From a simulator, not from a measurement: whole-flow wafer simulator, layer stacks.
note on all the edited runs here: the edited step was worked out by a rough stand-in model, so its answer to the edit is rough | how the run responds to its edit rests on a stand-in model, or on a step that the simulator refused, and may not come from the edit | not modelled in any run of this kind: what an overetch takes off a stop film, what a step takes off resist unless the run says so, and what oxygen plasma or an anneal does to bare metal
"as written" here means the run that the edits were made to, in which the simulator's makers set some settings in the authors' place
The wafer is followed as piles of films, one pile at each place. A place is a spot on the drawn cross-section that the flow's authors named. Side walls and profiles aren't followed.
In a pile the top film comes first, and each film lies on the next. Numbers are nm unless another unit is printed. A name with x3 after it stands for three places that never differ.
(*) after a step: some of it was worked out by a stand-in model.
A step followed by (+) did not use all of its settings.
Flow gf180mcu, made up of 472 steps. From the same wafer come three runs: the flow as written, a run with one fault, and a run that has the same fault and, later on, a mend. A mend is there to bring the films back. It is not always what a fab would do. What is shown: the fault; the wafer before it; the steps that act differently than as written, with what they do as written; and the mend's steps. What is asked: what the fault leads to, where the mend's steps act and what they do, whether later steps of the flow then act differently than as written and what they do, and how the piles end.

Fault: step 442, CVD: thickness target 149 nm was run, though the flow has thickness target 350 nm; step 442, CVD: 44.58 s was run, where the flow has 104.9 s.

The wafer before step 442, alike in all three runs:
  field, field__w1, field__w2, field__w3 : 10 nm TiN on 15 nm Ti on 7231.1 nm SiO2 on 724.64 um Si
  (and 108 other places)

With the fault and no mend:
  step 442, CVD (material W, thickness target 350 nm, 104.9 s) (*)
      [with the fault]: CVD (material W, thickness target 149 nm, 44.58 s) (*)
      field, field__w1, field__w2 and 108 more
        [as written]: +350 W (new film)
        [with the fault]: +150.5 W (new film)
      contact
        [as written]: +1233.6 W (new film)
        [with the fault]: +1034.1 W (new film)
  Later steps of the flow acting differently than as written:
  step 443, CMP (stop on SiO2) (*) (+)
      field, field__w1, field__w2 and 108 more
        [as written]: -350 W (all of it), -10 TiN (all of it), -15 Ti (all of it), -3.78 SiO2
        [with the fault]: -150.5 W (all of it), -10 TiN (all of it), -15 Ti (all of it), -1.77 SiO2
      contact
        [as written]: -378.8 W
        [with the fault]: -177.2 W
  At the end the piles are close to the flow's at the places that both follow, differing by at most 2% or 0.5 nm, whichever is larger.

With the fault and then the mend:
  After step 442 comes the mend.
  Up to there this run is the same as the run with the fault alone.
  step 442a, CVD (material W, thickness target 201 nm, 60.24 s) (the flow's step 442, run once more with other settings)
      field, field__w1, field__w2 and 109 more
        +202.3 W
  None of the later steps of the flow differs from how it acts as written, at any place that is followed, by more than 2% or 0.5 nm, whichever is larger.
  At the end the piles are close to the flow's at the places that both follow, differing by at most 2% or 0.5 nm, whichever is larger.
